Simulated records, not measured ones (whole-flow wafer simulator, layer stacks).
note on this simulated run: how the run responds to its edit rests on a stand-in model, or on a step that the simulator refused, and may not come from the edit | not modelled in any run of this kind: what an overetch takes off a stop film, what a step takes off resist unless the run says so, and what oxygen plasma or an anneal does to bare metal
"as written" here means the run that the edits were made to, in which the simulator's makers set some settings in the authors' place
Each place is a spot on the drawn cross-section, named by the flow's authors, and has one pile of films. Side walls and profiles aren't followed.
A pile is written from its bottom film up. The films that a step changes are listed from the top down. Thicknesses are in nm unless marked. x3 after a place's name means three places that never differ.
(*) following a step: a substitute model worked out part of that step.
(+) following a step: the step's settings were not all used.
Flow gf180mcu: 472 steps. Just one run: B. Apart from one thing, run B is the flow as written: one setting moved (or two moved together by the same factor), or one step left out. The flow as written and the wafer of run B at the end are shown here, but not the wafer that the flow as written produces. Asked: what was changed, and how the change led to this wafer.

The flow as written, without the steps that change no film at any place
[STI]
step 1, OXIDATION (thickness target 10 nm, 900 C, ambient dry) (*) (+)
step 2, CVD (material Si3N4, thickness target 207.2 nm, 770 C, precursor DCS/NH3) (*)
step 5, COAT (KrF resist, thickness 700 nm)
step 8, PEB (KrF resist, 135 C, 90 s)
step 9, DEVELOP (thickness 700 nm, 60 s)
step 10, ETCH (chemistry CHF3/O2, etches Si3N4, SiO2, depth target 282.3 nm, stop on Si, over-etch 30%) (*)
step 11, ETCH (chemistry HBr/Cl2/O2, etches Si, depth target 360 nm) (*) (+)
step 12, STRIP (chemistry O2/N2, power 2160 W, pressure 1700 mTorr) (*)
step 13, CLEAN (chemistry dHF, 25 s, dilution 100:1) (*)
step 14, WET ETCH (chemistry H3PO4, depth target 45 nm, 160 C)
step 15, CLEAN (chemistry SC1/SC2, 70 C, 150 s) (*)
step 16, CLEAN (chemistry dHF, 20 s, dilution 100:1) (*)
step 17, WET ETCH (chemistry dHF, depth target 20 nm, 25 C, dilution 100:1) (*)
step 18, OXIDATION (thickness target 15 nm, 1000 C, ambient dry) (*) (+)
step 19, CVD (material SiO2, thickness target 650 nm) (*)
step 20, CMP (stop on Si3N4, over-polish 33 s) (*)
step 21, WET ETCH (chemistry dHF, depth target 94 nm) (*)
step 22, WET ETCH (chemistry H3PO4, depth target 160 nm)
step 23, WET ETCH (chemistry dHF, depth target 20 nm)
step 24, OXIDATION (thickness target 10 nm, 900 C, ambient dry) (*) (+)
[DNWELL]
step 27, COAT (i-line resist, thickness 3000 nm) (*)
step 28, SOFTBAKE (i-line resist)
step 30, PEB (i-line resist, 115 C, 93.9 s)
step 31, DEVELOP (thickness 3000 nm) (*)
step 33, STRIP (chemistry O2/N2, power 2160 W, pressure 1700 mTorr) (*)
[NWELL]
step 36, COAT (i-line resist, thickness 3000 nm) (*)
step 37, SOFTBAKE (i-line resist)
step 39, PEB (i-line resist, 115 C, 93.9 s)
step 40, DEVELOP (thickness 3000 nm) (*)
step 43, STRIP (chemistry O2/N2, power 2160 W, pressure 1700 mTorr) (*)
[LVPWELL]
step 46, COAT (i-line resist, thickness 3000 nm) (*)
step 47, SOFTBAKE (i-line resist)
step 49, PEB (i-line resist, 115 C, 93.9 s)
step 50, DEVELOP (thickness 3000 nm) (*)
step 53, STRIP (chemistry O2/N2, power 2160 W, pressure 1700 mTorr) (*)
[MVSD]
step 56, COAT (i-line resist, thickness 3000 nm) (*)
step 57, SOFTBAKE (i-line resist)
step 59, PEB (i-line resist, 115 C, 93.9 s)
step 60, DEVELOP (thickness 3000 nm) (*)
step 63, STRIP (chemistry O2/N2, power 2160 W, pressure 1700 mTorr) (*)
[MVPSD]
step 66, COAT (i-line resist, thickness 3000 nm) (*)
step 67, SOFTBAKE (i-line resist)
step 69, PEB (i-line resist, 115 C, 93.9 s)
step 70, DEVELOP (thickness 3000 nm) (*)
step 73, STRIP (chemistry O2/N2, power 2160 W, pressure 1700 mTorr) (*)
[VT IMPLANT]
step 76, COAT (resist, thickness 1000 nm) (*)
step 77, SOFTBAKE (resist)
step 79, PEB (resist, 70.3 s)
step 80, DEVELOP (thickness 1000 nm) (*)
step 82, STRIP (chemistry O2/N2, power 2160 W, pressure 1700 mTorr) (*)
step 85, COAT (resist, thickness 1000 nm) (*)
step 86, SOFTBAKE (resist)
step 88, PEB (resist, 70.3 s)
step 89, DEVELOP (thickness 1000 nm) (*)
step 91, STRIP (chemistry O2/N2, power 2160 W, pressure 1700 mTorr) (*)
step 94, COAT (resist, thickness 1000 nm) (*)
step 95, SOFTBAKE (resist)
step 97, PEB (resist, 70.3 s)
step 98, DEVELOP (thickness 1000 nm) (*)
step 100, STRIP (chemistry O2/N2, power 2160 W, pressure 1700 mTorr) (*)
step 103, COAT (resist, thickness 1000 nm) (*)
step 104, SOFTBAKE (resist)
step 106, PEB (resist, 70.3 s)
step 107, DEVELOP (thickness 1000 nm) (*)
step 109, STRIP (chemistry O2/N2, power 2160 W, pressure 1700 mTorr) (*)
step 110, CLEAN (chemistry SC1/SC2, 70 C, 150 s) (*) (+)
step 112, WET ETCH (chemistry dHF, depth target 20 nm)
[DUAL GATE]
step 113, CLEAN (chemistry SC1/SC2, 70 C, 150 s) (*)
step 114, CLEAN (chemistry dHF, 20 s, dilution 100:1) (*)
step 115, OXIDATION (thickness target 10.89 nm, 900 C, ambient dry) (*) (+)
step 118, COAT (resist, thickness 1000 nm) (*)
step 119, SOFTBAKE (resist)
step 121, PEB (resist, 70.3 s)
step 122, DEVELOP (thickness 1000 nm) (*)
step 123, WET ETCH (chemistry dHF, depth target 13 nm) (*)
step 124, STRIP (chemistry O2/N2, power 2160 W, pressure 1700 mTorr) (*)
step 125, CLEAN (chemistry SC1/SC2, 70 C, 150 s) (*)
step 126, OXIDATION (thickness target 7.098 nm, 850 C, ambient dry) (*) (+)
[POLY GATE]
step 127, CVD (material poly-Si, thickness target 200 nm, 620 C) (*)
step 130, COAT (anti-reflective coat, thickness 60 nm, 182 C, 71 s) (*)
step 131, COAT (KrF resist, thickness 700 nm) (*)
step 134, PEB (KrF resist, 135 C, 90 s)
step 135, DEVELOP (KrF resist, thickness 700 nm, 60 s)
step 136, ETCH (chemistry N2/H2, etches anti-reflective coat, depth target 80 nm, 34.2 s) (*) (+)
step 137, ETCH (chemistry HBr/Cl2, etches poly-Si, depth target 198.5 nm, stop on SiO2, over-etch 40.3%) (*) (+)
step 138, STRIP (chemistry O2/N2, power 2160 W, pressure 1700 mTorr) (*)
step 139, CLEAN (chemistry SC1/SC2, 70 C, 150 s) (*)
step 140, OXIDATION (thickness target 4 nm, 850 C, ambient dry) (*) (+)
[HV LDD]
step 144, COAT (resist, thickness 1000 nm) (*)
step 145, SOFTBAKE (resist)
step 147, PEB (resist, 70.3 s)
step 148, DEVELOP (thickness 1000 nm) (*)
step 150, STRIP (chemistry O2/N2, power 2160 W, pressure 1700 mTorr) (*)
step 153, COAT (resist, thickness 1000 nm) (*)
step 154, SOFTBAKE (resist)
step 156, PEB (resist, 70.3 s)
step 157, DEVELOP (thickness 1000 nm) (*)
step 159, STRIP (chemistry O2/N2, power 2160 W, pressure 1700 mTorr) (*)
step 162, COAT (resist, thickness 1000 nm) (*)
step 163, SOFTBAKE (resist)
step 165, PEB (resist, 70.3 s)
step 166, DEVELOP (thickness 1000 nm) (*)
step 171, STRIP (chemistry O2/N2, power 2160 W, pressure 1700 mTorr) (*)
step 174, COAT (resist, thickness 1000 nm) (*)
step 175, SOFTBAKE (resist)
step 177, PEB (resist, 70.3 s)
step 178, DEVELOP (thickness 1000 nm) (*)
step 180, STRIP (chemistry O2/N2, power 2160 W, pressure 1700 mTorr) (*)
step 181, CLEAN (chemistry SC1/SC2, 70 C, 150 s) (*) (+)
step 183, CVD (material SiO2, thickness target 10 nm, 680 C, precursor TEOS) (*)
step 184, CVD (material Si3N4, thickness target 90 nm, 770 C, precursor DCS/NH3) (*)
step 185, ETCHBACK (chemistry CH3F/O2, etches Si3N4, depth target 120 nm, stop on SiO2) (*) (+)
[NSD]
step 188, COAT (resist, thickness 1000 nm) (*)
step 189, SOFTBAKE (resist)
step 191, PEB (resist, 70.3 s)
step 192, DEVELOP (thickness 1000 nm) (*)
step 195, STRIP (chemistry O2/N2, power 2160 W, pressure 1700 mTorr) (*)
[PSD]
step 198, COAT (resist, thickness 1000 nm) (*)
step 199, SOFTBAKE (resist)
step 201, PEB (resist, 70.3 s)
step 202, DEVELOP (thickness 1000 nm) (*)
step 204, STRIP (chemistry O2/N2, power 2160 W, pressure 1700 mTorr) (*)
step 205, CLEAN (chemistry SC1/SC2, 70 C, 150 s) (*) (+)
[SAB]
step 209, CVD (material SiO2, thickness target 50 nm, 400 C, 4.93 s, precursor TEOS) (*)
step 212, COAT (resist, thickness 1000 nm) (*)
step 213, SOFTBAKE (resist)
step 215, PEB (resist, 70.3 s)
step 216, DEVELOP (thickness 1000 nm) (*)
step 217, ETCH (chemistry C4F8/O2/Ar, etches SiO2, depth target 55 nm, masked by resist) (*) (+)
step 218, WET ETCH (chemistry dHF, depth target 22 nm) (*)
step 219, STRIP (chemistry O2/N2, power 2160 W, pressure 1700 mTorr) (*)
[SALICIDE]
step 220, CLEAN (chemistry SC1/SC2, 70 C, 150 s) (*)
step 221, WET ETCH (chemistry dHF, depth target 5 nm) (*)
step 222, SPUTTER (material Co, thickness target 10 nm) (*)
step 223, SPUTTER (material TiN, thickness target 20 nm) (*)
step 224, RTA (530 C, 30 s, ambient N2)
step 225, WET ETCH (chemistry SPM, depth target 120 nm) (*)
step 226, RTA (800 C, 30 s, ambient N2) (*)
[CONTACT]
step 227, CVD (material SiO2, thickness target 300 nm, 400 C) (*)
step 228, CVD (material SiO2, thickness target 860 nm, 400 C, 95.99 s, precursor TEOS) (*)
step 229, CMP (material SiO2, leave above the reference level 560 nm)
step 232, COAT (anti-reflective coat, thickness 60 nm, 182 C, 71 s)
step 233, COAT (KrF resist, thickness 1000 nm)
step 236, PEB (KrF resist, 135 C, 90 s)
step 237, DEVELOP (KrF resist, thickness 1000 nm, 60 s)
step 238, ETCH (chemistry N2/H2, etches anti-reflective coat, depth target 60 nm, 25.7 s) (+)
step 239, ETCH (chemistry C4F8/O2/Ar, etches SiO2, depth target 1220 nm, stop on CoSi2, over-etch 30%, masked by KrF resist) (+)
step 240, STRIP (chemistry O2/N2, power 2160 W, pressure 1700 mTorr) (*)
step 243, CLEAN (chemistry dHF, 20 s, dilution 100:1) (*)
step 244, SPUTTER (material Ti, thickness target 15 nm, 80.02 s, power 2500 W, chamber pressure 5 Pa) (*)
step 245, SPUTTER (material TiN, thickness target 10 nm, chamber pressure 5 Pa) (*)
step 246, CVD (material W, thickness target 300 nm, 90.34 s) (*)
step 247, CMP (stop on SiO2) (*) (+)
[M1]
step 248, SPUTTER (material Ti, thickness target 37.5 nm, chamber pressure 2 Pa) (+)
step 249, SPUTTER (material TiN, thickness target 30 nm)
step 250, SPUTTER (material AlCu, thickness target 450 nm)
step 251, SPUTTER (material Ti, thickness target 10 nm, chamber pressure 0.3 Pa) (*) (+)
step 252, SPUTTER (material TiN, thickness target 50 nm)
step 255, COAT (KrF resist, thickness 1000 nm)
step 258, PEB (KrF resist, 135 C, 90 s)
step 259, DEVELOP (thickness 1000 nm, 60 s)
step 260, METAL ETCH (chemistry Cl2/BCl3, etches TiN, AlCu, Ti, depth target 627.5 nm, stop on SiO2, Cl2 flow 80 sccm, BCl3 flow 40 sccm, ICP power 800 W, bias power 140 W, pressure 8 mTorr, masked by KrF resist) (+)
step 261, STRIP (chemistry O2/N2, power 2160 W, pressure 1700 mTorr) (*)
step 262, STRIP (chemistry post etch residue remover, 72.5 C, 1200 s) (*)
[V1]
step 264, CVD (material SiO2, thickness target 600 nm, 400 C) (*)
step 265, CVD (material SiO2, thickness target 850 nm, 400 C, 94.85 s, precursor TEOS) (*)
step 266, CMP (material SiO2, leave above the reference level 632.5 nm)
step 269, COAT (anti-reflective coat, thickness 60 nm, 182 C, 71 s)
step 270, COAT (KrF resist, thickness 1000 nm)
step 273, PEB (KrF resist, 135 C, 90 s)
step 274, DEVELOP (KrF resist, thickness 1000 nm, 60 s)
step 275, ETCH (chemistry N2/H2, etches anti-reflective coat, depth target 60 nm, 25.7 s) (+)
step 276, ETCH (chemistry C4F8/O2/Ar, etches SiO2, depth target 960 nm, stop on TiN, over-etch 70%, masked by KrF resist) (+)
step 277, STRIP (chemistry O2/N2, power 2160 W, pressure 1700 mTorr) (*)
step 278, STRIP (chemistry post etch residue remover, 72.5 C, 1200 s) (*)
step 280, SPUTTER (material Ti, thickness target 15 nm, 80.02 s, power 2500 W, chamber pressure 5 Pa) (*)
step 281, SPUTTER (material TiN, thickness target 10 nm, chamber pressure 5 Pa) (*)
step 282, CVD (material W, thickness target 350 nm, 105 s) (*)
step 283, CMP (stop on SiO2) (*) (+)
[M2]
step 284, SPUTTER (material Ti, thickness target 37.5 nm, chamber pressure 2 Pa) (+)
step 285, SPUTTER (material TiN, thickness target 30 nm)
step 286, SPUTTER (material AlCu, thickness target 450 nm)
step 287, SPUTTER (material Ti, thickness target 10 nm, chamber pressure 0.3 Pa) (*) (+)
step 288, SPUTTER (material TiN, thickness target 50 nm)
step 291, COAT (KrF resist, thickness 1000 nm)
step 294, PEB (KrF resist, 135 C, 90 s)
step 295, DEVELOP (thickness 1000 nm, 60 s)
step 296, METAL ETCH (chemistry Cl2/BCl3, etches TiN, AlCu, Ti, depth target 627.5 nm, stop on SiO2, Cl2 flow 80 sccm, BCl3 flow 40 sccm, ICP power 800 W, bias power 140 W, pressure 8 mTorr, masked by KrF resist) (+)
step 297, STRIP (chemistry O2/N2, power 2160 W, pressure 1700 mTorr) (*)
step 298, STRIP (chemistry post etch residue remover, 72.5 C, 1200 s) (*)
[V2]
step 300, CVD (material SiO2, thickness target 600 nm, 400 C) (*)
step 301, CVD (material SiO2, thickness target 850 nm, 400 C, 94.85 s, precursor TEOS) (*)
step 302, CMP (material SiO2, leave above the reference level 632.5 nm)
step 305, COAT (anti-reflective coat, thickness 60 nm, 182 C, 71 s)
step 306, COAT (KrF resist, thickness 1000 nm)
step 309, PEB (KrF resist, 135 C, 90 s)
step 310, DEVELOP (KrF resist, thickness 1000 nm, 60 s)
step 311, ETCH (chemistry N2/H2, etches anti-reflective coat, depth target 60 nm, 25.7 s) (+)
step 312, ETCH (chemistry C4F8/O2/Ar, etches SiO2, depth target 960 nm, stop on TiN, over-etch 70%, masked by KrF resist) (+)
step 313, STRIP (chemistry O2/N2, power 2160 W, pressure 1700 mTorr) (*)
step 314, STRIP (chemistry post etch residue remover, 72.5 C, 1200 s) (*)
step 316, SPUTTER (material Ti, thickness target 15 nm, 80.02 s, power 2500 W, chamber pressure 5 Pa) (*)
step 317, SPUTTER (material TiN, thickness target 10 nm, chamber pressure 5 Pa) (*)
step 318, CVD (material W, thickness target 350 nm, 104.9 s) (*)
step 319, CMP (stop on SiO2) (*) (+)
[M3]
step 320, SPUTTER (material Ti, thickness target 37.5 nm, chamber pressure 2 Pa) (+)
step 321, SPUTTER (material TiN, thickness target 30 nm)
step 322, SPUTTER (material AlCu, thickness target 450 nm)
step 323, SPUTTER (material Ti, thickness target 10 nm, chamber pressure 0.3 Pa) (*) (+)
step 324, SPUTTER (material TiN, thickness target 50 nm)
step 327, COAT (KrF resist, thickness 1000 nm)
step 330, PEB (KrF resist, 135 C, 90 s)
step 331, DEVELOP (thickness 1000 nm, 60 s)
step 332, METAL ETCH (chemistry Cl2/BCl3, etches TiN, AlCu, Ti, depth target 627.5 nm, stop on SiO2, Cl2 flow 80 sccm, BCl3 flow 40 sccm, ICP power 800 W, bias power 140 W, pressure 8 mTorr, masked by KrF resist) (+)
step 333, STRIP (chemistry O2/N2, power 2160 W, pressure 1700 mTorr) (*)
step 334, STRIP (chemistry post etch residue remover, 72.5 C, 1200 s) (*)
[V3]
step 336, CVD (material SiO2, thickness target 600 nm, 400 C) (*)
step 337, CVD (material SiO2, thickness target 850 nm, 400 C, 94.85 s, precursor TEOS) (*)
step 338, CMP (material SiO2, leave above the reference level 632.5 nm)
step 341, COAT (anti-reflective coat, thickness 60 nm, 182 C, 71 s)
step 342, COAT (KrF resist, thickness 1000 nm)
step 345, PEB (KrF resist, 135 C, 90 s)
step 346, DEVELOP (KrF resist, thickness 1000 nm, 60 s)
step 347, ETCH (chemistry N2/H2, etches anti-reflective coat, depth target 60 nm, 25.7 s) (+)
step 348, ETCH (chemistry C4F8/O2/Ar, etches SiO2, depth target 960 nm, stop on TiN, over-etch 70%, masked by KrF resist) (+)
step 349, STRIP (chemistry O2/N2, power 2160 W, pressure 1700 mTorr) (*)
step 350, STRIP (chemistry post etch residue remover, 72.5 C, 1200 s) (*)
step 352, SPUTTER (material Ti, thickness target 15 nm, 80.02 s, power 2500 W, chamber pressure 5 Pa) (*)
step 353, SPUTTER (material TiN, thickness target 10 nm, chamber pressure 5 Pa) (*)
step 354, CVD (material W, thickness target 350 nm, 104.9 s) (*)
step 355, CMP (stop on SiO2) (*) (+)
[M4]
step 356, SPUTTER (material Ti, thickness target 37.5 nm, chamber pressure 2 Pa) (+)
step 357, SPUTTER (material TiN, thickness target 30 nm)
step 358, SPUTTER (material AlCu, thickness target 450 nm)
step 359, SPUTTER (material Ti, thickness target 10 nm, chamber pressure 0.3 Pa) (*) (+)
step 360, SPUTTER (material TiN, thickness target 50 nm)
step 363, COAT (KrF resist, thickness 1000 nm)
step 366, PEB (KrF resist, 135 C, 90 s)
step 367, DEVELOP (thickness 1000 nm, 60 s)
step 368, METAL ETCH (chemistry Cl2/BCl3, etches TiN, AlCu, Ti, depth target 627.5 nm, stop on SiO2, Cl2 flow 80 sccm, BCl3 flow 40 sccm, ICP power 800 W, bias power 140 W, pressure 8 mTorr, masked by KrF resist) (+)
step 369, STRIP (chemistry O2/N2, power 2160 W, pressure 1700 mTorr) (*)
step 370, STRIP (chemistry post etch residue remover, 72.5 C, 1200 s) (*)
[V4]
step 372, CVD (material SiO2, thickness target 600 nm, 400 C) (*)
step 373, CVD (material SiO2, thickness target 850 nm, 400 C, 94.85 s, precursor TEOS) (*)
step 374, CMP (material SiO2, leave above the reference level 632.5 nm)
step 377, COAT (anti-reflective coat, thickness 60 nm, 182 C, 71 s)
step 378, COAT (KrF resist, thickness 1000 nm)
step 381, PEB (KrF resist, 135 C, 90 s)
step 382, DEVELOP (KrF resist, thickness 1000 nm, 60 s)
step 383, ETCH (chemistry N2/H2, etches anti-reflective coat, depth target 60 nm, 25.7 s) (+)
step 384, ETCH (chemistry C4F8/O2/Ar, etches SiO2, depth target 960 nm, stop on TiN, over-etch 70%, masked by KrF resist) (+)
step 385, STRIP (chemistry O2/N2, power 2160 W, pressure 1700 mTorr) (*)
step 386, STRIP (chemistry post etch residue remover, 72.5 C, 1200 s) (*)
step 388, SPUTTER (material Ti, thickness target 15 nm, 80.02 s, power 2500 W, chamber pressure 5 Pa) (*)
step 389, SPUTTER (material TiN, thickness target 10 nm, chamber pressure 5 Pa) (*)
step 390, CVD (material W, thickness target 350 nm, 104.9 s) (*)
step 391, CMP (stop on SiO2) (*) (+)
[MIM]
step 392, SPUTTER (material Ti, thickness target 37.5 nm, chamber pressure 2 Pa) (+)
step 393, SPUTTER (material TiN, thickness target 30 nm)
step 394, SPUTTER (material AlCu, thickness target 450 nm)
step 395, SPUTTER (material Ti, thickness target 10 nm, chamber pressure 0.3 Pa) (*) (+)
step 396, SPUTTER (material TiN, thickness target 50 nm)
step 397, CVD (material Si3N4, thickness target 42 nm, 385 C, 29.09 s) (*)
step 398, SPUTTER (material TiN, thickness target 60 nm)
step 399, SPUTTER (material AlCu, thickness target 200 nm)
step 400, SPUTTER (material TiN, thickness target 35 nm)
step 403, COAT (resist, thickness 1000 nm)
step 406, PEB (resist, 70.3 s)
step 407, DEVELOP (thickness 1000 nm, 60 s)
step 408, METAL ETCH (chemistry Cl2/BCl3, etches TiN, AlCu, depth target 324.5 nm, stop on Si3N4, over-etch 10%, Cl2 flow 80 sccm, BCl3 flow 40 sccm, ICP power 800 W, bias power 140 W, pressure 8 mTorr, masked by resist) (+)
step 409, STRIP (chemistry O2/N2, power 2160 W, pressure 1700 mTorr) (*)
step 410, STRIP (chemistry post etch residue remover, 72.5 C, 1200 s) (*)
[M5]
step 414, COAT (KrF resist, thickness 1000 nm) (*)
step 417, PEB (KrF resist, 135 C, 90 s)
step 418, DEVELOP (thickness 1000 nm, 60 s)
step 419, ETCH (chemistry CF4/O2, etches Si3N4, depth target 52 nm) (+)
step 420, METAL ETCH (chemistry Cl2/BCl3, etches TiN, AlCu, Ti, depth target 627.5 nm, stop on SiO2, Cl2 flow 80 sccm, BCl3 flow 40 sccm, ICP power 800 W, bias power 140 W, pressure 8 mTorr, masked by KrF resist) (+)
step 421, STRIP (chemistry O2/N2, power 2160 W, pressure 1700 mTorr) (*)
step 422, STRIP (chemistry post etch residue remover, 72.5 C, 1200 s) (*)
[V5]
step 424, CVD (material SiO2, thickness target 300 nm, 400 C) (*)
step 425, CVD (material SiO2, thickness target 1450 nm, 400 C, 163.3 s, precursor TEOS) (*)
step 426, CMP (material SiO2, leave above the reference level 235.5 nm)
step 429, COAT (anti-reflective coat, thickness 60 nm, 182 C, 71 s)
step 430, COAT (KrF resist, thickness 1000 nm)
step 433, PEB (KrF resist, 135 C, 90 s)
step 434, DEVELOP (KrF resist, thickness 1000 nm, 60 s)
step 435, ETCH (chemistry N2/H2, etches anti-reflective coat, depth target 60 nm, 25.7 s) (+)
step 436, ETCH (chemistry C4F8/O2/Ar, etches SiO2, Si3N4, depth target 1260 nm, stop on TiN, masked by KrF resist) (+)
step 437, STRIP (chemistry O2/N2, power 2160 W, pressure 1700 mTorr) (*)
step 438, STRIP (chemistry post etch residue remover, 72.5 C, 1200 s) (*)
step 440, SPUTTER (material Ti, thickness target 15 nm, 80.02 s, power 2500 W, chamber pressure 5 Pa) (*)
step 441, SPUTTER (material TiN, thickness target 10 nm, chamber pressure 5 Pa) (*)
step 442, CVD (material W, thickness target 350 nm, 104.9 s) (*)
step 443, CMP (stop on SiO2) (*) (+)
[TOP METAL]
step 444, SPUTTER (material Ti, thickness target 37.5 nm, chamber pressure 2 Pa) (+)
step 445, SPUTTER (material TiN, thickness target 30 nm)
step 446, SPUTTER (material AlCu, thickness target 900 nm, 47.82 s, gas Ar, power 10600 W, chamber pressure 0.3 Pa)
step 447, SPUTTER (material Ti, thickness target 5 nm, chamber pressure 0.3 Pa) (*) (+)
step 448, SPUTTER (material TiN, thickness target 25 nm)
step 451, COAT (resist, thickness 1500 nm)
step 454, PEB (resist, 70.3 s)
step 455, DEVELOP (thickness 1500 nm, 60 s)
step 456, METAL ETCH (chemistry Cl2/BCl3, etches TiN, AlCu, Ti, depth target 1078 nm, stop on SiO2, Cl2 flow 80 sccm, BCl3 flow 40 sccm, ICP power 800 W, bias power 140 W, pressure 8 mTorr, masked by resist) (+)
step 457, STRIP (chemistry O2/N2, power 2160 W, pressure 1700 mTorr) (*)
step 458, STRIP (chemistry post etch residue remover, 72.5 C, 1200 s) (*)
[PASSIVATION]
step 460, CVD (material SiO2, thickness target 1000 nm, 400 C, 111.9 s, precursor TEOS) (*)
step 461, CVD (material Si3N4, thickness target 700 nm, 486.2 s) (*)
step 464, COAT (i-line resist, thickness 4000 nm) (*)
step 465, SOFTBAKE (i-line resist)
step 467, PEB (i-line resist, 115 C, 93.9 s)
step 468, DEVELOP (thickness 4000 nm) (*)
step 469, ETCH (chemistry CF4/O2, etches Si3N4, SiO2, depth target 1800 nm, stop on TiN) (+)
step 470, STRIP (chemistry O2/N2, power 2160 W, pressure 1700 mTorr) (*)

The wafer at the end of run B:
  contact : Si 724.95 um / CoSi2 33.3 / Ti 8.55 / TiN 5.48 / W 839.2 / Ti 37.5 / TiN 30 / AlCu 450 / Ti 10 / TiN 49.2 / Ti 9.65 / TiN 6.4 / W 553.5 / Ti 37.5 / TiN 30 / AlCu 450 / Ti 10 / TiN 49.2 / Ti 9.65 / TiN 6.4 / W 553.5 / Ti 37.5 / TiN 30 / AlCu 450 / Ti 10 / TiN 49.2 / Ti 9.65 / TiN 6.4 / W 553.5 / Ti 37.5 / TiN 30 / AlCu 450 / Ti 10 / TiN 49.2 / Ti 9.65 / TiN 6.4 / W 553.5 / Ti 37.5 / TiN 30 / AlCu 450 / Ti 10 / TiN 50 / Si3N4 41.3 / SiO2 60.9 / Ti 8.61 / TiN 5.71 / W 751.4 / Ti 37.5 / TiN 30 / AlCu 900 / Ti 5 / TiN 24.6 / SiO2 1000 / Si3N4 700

What caused this: step 436, ETCH: depth target 769 nm was run, while the flow as written has depth target 1260 nm.

Step by step, how the change led to this:
  step 436, ETCH (chemistry C4F8/O2/Ar, etches SiO2, Si3N4, depth target 1260 nm, stop on TiN, masked by KrF resist) (+)
      contact: -769 SiO2 (in the flow as written it would be: -829.9 SiO2 (all of it), -41.3 Si3N4 (all of it))
      field, field__w1, field__w2 and 108 more: -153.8 KrF resist (in the flow as written it would be: -252 KrF resist)
  step 437, STRIP (chemistry O2/N2, power 2160 W, pressure 1700 mTorr) (*)
      field, field__w1, field__w2 and 108 more: -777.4 KrF resist (all of it), -60 anti-reflective coat (all of it) (in the flow as written it would be: -679.2 KrF resist (all of it), -60 anti-reflective coat (all of it))
  step 442, CVD (material W, thickness target 350 nm, 104.9 s) (*)
      contact: +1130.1 W (new film) (in the flow as written it would be: +1233.6 W (new film))
With metal films that touch counted as one body, contact has 2 bodies (between them, from the top down: SiO2 60.9 / Si3N4 41.3); the flow as written gives 1 body.
